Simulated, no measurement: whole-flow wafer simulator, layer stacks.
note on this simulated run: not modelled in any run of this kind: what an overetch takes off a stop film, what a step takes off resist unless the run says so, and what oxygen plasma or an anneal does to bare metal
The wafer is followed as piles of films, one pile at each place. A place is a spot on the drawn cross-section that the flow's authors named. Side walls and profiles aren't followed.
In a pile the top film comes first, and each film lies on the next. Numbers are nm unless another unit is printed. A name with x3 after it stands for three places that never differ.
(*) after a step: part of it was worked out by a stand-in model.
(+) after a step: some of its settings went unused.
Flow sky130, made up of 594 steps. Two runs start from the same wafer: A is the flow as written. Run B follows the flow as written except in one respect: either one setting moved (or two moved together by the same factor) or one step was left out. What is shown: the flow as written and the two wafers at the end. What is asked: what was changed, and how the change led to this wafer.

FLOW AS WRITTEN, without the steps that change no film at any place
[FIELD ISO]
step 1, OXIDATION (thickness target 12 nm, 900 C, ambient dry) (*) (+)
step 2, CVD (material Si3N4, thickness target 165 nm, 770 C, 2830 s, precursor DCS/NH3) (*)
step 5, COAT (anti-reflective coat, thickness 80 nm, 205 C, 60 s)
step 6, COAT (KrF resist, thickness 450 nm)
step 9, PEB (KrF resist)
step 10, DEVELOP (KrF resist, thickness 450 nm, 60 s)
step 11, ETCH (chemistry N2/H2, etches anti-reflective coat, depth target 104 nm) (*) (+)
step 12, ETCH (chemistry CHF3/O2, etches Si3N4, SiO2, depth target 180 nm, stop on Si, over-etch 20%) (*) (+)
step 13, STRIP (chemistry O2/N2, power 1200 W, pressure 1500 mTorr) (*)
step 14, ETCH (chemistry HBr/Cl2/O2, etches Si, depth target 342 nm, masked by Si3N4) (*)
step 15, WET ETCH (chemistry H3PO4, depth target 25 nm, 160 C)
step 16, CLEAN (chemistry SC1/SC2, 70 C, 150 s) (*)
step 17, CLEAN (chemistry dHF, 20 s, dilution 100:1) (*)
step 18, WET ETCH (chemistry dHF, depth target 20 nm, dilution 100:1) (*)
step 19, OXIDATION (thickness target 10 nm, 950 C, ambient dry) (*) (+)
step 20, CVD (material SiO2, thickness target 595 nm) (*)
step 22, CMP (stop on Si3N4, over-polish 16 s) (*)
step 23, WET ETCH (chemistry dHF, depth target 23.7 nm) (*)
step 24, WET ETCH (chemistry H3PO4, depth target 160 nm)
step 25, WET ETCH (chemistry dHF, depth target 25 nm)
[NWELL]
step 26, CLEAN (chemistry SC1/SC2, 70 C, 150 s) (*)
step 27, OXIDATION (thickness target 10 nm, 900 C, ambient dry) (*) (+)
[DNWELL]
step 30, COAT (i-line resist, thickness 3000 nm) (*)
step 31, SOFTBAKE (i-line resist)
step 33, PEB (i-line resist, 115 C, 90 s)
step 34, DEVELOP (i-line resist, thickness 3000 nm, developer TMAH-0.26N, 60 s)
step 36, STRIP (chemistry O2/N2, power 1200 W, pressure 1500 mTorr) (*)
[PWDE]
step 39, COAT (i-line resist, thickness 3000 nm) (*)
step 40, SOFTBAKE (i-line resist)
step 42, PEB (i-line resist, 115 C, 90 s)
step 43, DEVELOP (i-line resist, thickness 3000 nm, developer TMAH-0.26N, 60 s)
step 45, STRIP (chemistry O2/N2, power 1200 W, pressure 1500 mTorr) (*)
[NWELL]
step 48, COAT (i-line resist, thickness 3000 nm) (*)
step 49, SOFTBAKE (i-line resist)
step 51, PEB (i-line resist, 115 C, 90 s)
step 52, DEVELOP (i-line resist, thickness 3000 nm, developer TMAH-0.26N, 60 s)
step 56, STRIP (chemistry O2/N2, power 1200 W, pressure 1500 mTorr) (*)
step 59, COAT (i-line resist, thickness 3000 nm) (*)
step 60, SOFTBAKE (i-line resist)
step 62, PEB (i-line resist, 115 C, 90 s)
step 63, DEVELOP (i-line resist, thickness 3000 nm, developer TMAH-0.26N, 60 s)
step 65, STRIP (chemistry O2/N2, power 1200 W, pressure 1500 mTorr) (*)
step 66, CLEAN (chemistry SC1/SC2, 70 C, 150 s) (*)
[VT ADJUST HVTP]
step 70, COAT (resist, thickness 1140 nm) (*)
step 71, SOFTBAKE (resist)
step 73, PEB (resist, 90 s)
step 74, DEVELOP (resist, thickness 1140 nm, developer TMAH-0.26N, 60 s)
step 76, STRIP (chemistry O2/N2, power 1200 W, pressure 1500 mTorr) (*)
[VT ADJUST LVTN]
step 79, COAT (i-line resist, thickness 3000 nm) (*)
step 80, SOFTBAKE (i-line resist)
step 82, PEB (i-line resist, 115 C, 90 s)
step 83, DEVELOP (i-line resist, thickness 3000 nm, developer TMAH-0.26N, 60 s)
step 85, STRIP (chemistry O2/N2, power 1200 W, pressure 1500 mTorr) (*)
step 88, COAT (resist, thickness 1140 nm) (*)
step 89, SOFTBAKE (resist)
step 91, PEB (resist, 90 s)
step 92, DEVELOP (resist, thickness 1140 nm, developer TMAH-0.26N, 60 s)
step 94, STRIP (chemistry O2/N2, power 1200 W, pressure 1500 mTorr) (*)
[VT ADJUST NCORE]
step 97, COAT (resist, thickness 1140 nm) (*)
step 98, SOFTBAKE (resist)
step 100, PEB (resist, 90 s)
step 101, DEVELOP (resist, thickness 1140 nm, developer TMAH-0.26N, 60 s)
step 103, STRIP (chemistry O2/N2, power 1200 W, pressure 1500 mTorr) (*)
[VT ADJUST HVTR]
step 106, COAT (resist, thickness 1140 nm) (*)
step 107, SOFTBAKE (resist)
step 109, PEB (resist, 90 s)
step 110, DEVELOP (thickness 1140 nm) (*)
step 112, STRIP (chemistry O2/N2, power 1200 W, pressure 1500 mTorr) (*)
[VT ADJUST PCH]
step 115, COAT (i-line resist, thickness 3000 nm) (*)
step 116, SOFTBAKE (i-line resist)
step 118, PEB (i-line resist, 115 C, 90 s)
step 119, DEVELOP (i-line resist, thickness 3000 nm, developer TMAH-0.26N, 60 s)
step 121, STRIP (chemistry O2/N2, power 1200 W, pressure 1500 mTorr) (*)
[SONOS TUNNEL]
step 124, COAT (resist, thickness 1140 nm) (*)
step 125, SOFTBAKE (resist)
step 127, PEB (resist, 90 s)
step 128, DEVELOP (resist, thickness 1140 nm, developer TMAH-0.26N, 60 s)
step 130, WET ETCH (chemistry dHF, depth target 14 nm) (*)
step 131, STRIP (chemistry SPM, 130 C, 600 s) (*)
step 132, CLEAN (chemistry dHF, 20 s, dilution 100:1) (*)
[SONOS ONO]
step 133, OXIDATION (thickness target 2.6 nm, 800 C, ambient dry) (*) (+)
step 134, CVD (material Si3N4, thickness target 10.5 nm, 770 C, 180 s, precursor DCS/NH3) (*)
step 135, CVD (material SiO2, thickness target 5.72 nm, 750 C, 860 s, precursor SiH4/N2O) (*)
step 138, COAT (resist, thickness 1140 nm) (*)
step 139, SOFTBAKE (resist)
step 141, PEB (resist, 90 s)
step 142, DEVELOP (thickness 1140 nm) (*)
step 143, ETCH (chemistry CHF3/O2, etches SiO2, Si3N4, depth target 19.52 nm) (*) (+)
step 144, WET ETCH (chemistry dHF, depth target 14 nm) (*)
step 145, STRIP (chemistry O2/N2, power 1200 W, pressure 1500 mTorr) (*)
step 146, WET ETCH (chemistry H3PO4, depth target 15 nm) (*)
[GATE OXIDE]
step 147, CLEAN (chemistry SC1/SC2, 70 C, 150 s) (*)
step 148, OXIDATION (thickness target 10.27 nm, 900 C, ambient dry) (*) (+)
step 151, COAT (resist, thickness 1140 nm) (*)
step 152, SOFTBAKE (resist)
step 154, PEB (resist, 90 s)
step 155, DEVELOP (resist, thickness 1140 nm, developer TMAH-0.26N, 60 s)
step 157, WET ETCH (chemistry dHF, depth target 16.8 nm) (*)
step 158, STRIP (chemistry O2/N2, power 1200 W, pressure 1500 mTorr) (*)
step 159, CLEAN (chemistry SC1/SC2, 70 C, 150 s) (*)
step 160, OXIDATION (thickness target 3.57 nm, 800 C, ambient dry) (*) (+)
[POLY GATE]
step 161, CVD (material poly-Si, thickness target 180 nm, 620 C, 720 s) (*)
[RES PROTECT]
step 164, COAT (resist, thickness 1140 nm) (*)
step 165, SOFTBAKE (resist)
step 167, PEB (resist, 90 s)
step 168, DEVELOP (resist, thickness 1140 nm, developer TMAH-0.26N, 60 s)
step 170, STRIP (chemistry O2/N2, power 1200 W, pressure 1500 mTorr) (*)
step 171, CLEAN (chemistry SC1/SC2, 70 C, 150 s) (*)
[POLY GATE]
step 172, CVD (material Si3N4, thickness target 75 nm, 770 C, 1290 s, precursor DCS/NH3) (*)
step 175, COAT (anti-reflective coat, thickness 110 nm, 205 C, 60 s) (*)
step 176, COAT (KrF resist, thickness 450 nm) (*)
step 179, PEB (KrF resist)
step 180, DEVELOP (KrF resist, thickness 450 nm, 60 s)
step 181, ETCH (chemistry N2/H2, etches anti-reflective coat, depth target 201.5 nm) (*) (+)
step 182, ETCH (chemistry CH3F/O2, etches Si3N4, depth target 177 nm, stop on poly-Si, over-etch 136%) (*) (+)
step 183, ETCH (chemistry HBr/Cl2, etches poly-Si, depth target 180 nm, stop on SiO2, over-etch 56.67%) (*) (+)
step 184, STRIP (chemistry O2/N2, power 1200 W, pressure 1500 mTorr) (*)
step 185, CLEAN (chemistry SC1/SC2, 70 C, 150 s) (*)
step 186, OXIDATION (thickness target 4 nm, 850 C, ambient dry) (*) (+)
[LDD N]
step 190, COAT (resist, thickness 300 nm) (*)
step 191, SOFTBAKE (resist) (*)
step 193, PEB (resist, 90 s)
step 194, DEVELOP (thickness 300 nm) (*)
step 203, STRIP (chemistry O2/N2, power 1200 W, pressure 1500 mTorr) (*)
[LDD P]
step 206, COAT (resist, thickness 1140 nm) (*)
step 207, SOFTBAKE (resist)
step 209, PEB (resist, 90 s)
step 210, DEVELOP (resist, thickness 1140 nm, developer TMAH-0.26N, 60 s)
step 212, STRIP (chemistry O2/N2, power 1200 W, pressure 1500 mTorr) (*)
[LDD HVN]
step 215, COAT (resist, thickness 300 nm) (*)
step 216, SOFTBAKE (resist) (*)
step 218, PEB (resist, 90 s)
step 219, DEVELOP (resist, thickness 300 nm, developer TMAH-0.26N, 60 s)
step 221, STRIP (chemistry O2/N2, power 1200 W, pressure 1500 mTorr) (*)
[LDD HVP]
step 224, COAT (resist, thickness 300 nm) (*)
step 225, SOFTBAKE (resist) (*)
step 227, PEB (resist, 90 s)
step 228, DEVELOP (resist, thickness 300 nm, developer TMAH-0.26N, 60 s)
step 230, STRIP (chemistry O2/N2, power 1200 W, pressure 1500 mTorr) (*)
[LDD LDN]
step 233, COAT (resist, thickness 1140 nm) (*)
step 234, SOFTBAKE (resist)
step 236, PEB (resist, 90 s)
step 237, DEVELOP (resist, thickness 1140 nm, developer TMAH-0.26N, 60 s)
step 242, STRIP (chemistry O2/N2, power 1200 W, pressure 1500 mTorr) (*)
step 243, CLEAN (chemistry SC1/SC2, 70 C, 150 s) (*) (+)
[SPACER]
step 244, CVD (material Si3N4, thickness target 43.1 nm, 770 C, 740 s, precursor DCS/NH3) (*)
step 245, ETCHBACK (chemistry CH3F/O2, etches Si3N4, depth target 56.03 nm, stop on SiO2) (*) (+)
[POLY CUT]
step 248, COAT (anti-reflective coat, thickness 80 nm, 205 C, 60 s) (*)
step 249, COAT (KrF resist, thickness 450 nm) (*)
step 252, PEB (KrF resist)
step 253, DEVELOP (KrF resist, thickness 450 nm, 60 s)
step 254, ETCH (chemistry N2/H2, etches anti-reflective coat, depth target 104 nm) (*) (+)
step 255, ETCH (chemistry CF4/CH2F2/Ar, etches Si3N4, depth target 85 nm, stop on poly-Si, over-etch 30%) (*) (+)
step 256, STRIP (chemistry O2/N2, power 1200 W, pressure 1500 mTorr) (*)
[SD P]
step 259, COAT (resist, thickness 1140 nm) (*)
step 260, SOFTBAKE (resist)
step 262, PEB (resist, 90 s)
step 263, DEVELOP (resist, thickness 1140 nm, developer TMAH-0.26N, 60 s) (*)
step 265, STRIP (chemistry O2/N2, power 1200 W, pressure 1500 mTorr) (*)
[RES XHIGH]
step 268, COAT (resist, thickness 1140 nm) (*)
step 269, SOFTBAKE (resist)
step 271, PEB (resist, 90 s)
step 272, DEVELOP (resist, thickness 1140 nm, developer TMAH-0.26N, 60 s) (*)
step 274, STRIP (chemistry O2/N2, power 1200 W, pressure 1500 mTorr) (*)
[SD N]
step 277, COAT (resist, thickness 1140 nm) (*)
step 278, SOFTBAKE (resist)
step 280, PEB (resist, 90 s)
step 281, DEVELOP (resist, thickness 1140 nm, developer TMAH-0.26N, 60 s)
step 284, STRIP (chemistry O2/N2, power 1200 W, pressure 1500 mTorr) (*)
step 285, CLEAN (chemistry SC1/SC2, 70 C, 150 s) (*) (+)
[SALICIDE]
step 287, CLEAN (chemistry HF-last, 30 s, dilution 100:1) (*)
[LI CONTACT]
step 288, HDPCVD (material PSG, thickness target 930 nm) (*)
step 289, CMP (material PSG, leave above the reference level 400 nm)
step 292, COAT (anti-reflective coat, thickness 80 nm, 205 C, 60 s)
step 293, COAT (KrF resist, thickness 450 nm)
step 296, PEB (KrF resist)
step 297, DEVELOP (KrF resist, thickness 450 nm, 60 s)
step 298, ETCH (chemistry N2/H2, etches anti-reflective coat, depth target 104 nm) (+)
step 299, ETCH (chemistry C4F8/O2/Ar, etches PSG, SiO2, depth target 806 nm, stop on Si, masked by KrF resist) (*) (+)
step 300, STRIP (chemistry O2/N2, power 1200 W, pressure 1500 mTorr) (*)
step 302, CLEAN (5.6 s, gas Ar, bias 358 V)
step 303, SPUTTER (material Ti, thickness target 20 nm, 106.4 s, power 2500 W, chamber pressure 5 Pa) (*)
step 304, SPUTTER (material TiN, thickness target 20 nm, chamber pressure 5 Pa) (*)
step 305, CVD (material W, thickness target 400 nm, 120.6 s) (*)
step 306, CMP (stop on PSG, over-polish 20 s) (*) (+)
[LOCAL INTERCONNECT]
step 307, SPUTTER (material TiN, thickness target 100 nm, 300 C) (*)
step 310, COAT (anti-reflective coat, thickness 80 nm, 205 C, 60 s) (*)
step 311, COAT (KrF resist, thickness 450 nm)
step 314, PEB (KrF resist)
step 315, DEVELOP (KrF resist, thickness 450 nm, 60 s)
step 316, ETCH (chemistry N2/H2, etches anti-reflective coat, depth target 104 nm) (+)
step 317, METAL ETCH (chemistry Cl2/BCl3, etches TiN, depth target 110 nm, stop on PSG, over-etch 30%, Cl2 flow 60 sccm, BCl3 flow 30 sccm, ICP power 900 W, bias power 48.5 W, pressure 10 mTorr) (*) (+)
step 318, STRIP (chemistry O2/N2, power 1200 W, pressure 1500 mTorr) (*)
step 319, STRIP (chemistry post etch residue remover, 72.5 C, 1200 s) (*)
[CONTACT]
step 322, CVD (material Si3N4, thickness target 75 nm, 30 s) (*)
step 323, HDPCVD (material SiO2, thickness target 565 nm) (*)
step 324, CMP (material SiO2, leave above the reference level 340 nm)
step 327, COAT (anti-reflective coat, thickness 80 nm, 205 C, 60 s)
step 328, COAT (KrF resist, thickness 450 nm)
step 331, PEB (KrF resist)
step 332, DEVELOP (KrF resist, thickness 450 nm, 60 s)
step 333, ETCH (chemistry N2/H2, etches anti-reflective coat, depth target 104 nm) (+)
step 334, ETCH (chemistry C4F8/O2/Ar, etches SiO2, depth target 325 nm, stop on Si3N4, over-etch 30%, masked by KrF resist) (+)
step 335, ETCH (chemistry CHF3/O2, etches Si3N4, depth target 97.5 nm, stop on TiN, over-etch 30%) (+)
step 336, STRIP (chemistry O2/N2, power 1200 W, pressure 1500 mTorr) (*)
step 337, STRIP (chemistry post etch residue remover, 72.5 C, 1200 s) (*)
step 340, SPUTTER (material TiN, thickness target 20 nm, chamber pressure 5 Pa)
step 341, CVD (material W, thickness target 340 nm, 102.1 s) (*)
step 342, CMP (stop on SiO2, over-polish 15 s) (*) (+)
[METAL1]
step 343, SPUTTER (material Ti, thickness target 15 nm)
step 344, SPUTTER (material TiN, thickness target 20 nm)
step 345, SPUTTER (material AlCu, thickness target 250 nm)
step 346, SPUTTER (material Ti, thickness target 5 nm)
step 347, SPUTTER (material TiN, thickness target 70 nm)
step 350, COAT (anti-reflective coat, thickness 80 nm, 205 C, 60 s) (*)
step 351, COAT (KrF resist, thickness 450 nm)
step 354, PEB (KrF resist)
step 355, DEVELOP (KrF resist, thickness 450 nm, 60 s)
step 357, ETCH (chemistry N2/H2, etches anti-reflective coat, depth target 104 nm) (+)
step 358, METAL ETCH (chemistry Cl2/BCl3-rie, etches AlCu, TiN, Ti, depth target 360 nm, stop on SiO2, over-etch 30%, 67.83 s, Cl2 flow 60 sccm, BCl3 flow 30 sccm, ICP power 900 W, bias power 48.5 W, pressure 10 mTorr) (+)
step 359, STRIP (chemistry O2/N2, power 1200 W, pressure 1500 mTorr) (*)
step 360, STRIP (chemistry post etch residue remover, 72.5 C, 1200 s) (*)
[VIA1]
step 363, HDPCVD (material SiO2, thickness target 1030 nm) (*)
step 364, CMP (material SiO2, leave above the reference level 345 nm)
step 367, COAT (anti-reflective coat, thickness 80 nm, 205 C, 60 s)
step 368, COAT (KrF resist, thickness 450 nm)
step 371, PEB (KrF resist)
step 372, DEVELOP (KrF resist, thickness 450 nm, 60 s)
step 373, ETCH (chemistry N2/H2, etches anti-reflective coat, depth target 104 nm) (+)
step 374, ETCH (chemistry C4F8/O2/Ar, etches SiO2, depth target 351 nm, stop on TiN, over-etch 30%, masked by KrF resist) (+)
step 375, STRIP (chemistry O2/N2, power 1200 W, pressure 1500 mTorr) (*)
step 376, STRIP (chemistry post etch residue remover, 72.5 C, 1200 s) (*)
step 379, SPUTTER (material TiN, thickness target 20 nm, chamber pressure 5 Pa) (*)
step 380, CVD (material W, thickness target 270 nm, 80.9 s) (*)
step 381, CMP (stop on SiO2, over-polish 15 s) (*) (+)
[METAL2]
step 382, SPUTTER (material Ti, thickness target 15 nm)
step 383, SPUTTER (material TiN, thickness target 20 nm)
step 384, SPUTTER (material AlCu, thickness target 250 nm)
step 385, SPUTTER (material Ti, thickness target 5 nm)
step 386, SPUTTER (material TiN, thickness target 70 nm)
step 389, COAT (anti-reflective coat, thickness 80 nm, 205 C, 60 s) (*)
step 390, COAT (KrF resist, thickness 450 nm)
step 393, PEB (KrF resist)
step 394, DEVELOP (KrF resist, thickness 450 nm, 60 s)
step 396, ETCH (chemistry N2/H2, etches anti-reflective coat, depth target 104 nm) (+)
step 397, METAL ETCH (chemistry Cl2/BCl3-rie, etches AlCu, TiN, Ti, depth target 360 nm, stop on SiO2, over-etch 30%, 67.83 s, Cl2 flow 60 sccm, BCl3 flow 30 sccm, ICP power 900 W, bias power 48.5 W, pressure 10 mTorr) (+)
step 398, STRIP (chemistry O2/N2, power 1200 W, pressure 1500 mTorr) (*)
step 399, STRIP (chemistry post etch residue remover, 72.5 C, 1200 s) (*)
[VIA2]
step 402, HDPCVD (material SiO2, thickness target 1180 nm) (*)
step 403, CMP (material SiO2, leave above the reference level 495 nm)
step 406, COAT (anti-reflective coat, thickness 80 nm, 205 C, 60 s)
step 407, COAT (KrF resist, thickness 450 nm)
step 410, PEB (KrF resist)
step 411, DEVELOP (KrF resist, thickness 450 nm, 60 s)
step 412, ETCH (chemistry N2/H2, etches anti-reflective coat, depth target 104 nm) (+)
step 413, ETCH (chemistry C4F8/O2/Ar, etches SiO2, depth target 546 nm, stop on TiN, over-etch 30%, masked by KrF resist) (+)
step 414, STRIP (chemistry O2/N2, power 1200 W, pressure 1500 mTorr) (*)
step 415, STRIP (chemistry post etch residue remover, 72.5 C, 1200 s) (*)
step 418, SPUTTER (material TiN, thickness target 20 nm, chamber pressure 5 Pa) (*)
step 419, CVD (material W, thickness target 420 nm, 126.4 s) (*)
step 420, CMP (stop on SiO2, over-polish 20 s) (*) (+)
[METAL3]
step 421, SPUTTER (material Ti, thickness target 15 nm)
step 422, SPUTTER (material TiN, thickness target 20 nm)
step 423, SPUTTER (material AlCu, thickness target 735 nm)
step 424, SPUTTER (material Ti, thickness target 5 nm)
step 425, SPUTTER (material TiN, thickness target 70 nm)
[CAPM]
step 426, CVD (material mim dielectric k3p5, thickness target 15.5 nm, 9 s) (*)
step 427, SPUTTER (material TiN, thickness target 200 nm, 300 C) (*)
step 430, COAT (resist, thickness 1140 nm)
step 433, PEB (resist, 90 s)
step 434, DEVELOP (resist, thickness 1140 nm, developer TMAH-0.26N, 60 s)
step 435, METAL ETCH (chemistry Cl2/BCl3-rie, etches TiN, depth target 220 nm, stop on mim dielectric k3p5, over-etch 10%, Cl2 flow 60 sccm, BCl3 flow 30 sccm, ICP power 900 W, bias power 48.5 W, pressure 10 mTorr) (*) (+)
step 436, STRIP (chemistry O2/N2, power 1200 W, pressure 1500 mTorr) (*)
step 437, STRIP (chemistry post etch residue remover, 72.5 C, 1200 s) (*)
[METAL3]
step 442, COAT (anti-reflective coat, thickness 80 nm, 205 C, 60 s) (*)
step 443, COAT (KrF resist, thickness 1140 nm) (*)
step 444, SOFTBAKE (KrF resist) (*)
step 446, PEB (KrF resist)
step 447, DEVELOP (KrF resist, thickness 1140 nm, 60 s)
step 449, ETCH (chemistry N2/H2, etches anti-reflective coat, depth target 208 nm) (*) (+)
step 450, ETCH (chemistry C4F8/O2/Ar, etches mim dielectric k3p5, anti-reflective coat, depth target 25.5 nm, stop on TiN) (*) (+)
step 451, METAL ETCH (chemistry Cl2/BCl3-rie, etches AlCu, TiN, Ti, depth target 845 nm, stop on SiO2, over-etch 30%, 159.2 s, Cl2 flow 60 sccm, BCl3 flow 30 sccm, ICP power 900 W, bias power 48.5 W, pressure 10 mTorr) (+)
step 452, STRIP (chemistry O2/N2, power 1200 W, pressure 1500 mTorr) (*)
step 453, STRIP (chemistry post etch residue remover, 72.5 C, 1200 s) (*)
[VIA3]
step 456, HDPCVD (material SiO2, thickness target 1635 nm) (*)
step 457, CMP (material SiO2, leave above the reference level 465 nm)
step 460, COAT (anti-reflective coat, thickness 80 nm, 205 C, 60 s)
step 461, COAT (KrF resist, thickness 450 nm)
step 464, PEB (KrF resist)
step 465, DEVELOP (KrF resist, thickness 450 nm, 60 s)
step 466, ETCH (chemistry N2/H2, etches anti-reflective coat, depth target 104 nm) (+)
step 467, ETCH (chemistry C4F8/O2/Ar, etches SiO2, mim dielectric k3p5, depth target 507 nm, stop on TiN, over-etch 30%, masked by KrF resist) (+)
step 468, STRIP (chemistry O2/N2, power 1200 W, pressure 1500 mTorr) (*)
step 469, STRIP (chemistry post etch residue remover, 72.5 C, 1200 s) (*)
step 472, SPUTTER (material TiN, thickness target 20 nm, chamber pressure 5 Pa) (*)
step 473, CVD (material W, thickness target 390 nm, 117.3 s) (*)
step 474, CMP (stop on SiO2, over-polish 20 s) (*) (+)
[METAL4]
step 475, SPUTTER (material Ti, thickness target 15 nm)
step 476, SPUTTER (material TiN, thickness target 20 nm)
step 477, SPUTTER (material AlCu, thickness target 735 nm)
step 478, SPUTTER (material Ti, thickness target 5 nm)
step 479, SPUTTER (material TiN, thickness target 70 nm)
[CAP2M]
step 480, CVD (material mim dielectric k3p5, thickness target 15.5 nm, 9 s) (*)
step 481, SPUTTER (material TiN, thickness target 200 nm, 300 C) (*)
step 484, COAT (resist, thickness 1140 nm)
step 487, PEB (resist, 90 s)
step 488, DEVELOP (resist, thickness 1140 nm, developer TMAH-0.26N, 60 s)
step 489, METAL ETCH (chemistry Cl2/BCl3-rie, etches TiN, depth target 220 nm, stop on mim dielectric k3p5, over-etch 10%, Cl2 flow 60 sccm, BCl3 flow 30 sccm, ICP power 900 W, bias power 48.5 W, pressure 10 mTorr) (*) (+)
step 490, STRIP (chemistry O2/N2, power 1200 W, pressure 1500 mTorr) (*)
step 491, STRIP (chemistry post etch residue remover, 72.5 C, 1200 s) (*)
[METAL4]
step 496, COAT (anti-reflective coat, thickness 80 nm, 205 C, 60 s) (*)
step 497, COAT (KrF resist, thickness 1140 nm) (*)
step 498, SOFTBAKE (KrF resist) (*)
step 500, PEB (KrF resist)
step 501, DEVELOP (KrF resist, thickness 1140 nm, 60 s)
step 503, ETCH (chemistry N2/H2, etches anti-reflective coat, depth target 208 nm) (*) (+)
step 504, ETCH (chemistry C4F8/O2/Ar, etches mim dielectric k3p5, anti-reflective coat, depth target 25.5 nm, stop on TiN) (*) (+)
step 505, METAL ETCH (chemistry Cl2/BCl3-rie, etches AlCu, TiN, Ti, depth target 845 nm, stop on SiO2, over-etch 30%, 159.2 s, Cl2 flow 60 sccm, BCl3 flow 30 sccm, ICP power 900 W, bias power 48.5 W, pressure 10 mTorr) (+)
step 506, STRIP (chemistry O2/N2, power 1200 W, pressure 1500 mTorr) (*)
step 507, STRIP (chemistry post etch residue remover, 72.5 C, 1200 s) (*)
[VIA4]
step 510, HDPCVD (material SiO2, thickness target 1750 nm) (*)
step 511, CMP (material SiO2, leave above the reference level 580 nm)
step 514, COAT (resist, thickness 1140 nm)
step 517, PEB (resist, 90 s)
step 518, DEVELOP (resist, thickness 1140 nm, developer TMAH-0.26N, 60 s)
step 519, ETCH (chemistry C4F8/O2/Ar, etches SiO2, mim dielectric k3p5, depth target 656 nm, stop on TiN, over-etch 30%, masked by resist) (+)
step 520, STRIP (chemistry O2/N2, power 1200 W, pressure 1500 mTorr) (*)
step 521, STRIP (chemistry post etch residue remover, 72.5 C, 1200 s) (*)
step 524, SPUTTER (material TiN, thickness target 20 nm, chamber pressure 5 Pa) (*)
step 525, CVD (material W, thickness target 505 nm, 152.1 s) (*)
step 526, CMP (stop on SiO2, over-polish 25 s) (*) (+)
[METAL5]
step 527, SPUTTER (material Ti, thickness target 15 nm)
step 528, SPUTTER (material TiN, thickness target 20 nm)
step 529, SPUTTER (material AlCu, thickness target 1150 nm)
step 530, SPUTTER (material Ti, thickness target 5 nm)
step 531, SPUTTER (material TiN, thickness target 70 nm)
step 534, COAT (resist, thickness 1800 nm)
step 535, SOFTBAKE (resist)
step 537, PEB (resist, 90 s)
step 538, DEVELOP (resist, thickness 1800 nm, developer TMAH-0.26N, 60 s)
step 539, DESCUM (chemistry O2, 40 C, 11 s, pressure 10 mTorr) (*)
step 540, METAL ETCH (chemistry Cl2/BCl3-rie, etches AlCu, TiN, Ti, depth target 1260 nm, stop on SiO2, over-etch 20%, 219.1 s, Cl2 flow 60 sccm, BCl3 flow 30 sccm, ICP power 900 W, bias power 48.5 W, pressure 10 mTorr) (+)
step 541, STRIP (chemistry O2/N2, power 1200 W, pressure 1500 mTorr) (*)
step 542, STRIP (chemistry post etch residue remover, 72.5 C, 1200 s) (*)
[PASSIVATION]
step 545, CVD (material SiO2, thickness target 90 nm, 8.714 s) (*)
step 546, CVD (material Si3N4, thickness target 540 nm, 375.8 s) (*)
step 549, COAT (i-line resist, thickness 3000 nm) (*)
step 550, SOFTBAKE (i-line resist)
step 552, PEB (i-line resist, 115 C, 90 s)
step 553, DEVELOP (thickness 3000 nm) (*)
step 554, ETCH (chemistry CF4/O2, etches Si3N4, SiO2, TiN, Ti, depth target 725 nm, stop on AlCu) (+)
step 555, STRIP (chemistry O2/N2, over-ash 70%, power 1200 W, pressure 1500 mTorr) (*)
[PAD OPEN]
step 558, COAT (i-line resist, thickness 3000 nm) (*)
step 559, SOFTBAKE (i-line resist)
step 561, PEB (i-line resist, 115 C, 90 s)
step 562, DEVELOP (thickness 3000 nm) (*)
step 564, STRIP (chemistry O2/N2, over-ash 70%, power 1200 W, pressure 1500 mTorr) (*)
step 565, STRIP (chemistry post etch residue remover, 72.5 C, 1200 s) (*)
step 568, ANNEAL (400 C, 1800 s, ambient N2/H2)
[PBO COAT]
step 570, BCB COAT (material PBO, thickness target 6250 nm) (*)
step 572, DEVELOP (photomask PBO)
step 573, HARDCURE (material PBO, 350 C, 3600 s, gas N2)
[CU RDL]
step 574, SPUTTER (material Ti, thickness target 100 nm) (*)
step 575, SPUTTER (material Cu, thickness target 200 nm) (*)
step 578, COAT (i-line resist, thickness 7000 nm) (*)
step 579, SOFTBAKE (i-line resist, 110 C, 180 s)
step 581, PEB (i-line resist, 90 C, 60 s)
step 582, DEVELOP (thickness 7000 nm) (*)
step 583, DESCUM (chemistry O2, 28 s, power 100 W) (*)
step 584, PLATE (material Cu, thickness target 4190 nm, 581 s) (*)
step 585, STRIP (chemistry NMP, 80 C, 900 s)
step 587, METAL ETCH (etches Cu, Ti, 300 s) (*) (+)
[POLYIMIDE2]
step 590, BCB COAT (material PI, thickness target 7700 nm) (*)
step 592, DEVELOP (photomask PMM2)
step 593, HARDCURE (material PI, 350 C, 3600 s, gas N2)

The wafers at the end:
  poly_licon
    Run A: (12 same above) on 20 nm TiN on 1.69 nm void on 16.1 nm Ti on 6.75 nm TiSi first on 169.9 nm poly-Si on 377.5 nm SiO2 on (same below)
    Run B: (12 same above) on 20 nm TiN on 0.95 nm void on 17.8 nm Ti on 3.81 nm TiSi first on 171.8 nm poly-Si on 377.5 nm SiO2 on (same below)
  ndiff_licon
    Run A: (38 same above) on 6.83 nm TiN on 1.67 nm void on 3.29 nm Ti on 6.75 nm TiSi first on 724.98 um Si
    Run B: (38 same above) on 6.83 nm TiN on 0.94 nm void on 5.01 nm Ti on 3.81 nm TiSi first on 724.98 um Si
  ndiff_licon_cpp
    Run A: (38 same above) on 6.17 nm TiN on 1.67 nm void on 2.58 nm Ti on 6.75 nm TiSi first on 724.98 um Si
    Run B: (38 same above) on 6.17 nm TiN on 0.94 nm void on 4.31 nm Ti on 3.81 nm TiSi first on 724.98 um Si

What caused this: step 568, ANNEAL: 400 C, 1800 s, ambient N2/H2, was not run.

The path from the change to this, step by step:
  step 573, HARDCURE (material PBO, 350 C, 3600 s, gas N2)
      poly_licon, rpo_hd_licon: A -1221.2 PBO, +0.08 void, -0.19 Ti, +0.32 TiSi first, -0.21 poly-Si | B -1221.2 PBO, +0.81 void (new film), -1.89 Ti, +3.24 TiSi first (new film), -2.16 poly-Si
      ndiff_licon: A -1224.4 PBO, +0.08 void, -0.19 Ti, +0.32 TiSi first, -0.21 Si | B -1224.4 PBO, +0.8 void (new film), -1.89 Ti, +3.24 TiSi first (new film), -2.15 Si
      (also at 1 further place)
